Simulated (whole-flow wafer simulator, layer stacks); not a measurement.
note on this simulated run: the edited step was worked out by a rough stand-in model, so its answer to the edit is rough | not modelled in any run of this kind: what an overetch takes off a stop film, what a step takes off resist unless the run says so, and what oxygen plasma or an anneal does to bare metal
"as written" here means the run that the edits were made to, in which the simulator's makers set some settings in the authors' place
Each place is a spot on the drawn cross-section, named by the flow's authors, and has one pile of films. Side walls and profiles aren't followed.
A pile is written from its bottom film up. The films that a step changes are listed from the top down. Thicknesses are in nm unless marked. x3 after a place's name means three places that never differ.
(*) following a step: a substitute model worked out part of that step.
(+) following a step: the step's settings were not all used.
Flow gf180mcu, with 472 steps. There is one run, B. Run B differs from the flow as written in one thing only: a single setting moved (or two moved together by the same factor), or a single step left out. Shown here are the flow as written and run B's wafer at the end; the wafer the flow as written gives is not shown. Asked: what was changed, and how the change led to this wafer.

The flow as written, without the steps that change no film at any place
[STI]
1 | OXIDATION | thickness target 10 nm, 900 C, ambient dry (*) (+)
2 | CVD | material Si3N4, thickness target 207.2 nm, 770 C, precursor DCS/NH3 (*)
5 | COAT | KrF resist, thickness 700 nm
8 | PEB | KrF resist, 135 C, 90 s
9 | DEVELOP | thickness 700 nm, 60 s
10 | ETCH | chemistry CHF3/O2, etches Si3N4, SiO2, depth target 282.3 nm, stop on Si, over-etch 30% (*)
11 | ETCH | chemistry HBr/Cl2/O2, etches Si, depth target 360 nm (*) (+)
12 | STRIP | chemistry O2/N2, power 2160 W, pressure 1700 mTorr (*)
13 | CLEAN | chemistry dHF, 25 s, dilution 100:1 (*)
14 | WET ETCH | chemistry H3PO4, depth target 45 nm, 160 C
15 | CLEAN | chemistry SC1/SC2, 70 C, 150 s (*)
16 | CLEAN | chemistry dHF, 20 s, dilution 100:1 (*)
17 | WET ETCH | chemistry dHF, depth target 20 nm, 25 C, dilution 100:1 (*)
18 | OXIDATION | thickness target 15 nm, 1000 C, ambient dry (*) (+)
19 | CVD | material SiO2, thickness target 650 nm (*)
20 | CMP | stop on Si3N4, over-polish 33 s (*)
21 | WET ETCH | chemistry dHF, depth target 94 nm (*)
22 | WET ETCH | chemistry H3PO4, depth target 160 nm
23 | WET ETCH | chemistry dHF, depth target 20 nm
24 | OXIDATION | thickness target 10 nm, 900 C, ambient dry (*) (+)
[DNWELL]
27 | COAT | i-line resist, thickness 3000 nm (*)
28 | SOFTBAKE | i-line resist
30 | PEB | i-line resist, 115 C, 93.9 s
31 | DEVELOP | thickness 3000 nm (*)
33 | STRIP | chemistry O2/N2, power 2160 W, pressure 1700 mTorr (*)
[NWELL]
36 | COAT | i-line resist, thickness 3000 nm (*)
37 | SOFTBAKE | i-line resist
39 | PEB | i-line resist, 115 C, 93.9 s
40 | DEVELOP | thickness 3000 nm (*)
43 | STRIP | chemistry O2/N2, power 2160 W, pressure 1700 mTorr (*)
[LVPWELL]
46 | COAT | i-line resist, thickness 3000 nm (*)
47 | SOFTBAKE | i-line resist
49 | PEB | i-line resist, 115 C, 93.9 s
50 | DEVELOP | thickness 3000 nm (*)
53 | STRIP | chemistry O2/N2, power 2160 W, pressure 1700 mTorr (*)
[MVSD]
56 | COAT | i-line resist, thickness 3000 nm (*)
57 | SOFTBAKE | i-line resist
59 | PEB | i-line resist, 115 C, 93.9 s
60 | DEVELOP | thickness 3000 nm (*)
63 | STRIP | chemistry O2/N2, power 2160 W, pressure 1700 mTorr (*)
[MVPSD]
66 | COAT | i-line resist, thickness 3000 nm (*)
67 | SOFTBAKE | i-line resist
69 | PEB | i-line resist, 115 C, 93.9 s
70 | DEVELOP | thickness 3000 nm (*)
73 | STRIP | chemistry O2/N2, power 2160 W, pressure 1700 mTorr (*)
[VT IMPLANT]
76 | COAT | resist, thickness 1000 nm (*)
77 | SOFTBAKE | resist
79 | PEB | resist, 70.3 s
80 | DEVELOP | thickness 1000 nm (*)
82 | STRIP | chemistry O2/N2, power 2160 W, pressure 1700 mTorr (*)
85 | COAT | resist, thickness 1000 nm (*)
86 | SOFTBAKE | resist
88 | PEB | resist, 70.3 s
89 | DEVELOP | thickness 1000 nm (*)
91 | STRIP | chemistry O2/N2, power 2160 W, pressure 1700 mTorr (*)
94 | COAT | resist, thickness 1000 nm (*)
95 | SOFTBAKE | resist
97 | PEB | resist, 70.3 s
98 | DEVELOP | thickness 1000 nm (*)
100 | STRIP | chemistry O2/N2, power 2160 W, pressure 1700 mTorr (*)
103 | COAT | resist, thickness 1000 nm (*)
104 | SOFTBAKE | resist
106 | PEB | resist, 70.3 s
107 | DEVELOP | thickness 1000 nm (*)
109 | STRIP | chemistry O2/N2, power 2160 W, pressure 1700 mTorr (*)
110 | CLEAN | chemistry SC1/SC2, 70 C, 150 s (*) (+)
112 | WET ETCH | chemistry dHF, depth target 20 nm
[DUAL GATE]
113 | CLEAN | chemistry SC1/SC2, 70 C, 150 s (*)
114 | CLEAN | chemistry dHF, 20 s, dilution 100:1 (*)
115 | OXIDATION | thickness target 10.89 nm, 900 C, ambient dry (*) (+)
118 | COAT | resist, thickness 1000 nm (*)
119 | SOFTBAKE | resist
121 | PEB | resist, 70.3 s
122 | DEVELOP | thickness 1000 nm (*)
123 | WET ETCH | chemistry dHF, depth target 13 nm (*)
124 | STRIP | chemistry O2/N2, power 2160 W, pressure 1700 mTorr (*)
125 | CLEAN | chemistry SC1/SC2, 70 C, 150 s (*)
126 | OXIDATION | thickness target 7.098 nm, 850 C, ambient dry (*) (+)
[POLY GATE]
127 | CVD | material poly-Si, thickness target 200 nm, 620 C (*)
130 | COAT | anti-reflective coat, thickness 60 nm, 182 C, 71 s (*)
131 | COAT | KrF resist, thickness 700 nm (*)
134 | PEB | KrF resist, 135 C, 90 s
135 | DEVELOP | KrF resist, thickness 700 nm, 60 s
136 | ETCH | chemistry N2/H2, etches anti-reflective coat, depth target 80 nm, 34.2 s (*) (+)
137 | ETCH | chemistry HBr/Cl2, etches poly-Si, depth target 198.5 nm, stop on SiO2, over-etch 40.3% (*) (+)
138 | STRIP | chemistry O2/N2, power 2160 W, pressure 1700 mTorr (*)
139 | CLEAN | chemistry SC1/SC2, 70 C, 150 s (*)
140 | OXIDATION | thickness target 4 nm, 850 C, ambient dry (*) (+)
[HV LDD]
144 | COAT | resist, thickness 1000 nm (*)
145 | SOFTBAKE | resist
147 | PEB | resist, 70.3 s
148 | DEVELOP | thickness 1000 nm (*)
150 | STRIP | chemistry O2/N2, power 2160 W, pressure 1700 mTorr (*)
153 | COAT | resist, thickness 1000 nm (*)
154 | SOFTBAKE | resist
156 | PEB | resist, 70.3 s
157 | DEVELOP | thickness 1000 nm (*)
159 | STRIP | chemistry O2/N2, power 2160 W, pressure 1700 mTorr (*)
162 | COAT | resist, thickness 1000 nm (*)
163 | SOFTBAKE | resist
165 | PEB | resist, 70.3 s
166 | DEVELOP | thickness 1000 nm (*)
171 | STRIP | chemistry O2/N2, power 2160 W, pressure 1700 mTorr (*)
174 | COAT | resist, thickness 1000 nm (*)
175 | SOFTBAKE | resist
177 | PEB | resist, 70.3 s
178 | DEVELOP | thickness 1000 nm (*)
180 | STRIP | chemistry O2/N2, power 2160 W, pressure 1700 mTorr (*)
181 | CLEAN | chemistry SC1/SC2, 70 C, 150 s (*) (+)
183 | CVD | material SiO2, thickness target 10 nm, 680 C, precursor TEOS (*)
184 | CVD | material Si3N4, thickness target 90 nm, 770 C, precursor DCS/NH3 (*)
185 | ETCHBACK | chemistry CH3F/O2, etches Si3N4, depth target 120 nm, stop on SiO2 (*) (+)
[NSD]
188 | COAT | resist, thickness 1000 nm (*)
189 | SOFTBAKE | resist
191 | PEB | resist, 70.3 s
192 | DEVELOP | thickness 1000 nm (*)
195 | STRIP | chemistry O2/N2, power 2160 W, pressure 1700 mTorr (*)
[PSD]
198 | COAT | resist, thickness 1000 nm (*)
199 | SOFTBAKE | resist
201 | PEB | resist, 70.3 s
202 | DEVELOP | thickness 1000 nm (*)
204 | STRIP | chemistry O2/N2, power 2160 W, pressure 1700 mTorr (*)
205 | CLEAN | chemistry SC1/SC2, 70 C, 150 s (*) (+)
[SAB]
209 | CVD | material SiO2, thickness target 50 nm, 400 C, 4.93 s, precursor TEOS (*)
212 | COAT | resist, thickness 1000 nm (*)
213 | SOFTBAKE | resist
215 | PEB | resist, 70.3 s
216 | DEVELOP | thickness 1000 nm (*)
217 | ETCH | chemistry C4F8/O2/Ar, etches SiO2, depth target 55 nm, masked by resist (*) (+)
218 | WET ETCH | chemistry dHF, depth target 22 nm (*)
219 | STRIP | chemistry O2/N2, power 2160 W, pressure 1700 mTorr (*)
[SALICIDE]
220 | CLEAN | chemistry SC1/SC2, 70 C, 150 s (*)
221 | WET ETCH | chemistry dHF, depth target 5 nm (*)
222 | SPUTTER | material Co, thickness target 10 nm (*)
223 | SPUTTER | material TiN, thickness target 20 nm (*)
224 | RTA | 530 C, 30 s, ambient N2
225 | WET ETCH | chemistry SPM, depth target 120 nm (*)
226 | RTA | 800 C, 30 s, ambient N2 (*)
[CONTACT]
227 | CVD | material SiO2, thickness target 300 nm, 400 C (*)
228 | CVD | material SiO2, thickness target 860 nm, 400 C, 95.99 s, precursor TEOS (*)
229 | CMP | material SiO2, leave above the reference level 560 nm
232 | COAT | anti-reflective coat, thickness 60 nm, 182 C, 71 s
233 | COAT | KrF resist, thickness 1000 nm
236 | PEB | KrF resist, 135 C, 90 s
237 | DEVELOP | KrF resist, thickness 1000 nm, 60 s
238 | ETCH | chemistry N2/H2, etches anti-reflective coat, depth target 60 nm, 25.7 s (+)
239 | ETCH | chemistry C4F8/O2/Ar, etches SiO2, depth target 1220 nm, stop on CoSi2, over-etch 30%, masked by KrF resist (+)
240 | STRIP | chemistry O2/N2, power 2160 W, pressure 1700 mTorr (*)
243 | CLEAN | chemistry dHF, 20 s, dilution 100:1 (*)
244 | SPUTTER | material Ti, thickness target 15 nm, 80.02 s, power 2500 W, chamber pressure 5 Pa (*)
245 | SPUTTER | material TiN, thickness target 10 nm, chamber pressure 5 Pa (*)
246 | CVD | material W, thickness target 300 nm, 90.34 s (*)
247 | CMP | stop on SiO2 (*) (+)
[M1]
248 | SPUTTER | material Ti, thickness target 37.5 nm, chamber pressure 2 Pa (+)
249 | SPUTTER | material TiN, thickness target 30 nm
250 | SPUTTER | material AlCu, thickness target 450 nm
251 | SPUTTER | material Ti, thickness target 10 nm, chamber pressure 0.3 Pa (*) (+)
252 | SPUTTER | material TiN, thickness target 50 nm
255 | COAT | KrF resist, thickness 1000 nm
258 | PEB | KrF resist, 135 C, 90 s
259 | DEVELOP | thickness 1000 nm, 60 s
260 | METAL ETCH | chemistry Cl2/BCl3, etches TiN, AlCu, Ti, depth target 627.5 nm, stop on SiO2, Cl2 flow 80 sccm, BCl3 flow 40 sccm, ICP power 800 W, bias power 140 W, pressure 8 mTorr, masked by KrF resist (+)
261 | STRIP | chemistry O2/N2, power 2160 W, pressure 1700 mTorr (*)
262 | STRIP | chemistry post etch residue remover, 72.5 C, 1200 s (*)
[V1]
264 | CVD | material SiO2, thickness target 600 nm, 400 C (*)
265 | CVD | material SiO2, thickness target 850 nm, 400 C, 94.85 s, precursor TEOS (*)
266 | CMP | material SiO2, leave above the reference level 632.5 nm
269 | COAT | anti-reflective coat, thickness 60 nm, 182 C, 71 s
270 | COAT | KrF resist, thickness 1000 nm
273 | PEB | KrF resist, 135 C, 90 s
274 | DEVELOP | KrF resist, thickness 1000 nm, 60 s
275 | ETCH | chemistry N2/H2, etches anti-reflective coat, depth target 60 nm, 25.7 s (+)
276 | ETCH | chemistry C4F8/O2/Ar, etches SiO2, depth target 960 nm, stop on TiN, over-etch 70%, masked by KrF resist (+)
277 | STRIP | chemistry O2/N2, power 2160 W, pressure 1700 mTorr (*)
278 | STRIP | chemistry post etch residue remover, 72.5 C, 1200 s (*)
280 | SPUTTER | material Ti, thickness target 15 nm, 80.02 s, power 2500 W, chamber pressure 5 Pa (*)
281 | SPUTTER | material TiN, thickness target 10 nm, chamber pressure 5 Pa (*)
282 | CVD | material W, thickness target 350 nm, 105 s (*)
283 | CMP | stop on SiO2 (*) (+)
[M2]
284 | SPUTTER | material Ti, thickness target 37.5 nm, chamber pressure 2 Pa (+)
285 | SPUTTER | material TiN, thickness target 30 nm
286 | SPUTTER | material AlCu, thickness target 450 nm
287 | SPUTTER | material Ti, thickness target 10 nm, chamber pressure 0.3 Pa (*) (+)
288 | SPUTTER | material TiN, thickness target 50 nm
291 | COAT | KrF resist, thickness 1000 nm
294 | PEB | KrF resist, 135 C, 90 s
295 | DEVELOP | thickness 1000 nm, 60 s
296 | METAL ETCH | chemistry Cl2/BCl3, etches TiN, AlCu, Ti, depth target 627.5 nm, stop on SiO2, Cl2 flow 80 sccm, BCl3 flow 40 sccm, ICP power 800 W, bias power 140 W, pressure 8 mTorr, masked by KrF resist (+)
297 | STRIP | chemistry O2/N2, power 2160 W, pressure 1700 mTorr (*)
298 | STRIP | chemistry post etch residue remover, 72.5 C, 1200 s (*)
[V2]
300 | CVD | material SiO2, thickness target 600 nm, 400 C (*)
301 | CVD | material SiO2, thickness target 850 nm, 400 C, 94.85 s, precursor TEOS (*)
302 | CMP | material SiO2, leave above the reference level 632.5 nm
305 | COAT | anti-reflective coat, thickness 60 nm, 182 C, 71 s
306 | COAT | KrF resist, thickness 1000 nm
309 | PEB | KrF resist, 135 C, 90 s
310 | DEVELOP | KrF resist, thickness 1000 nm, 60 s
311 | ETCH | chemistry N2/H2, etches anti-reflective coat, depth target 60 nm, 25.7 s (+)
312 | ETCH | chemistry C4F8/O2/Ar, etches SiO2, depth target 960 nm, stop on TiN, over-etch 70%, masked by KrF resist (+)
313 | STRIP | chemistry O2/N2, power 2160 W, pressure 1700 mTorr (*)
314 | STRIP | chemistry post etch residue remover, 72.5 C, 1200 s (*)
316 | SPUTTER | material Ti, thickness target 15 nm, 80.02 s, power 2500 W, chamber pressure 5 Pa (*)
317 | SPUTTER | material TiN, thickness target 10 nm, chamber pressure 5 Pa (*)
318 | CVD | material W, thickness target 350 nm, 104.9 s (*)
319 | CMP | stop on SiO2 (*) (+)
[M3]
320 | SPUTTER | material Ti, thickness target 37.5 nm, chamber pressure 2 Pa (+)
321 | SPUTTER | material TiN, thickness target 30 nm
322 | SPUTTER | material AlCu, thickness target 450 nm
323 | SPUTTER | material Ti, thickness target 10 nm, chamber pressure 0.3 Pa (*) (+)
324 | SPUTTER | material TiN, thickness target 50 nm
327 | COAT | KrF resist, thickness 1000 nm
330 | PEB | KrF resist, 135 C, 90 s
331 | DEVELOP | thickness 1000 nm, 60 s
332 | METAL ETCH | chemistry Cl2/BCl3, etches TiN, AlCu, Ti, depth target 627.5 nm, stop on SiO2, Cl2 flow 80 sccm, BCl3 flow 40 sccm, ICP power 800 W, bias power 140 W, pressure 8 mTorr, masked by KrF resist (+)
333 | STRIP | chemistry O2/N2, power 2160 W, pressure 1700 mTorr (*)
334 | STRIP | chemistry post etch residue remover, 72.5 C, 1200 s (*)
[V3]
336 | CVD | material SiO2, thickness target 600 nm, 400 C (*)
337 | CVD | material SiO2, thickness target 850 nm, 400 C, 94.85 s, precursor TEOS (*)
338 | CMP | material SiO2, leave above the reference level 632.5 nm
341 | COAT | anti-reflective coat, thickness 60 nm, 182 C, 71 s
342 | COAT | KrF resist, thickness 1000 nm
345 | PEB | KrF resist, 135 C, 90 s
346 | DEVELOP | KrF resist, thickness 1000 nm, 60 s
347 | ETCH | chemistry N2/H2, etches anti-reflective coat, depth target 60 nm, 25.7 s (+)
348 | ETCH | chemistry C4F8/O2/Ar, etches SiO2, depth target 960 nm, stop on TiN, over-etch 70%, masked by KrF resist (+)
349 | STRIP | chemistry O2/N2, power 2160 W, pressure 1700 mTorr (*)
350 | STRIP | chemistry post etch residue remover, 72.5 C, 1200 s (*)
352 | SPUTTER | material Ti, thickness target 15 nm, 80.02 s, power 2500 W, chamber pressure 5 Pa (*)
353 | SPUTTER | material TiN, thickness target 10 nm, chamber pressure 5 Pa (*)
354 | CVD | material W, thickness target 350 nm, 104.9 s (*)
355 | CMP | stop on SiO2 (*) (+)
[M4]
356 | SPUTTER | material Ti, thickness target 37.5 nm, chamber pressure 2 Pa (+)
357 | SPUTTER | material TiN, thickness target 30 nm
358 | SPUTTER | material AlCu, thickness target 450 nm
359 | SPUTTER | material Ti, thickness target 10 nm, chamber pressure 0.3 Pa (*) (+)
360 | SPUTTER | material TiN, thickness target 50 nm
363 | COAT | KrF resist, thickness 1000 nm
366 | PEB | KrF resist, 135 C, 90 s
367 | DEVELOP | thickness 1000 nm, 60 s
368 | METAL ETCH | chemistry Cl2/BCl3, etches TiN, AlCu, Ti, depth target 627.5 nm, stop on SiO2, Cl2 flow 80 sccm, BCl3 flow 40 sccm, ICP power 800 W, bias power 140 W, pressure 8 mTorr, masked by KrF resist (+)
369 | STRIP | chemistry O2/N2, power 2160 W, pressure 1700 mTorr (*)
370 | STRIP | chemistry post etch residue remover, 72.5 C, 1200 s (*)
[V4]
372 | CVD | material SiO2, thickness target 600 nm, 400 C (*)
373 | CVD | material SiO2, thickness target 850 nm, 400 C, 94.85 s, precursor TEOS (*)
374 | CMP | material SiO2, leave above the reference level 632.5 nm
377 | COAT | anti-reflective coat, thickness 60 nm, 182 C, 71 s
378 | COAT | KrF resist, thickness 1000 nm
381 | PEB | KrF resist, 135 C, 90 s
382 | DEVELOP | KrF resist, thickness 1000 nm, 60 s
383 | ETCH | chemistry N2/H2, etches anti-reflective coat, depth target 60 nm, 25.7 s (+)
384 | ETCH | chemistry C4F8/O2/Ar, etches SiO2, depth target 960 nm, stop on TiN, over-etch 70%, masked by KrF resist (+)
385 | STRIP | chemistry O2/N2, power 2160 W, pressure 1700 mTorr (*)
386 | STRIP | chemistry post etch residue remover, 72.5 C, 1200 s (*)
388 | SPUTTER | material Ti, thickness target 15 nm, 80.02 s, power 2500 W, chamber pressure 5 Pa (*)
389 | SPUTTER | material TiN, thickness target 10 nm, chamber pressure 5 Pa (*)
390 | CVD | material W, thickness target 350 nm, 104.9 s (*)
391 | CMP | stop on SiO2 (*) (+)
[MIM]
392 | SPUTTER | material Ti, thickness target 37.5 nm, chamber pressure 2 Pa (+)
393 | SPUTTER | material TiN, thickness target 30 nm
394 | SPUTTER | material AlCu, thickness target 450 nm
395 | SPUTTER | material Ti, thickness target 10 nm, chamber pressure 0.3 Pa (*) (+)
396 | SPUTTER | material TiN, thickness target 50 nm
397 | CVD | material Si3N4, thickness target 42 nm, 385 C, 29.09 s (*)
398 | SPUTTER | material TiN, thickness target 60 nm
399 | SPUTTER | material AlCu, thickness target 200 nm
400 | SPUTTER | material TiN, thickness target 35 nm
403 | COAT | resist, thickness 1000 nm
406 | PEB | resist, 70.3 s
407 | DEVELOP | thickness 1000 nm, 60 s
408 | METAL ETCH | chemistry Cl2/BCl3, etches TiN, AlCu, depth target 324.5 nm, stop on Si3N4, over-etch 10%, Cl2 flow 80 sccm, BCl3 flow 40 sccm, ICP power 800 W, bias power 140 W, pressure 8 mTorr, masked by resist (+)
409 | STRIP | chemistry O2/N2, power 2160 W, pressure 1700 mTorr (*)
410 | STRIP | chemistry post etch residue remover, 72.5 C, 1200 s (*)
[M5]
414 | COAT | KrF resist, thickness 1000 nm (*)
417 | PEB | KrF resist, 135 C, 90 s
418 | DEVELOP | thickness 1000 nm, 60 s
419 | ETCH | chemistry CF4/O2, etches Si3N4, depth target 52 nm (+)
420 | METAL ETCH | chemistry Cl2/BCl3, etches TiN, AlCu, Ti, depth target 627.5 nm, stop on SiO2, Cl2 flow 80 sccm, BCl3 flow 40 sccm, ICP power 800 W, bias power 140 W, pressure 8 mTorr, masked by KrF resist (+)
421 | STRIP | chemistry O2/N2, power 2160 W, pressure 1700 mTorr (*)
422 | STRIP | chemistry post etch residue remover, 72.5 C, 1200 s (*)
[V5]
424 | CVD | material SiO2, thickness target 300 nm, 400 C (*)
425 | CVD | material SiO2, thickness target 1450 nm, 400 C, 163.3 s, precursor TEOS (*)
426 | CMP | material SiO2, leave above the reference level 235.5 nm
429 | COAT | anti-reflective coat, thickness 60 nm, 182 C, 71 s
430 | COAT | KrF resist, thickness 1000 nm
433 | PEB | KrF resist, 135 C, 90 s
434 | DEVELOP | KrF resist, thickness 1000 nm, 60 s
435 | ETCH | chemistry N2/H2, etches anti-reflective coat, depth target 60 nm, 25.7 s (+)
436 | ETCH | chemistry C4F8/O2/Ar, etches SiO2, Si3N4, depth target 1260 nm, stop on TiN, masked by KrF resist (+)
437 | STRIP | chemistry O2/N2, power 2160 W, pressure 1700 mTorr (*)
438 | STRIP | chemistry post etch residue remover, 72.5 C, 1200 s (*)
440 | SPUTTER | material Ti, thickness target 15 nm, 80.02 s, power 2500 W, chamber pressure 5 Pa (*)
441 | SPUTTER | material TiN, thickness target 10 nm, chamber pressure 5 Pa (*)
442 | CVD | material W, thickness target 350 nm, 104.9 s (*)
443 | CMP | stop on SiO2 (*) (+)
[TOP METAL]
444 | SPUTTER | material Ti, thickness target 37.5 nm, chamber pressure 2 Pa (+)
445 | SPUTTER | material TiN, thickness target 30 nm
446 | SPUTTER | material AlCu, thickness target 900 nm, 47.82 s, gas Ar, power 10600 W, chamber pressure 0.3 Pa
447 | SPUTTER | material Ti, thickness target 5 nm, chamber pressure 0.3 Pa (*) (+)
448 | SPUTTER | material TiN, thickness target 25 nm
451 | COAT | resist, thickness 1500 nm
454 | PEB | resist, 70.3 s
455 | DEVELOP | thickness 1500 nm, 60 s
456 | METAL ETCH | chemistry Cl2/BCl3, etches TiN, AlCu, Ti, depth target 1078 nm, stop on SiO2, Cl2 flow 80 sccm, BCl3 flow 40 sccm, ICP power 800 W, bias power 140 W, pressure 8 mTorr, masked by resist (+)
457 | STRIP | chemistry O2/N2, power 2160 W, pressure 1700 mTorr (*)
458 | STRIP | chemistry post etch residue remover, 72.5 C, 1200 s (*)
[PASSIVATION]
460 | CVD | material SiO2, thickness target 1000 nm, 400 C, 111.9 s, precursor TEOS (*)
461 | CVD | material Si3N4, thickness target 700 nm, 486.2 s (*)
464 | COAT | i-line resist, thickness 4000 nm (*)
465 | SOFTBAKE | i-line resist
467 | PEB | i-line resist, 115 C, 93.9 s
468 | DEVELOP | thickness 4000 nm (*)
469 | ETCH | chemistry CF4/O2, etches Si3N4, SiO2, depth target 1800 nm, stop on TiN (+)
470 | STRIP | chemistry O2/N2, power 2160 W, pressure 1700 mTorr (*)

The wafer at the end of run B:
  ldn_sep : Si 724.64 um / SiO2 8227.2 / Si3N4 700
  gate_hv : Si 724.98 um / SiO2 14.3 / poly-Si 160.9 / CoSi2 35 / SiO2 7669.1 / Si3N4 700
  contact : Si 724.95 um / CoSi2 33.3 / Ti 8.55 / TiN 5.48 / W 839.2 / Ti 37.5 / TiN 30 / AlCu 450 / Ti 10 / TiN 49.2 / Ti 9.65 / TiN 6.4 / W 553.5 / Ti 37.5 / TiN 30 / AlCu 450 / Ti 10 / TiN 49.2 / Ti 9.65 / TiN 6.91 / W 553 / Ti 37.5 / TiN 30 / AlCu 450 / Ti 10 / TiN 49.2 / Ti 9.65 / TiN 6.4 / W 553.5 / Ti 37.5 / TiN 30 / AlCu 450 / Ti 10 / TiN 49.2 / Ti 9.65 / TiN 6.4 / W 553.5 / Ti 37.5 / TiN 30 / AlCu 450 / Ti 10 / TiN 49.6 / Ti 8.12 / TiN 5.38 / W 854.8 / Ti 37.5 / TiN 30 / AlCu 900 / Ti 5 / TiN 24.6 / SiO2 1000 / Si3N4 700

What caused this: step 317, SPUTTER: thickness target 10.8 nm was run, though the flow has thickness target 10 nm.

How this came from the change, step by step:
  317 | SPUTTER | material TiN, thickness target 10 nm, chamber pressure 5 Pa (*)
      field, field__w1, field__w2 and 107 more: TiN gains 10.8 (new film) (in the flow as written it would be: TiN gains 10 (new film))
      contact: TiN gains 6.91 (new film) (in the flow as written it would be: TiN gains 6.4 (new film))
  319 | CMP | stop on SiO2 (*) (+)
      field, field__w1, field__w2 and 107 more: W loses 350 (all of it), TiN loses 10.8 (all of it), Ti loses 15 (all of it), SiO2 loses 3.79 (in the flow as written it would be: W loses 350 (all of it), TiN loses 10 (all of it), Ti loses 15 (all of it), SiO2 loses 3.78)
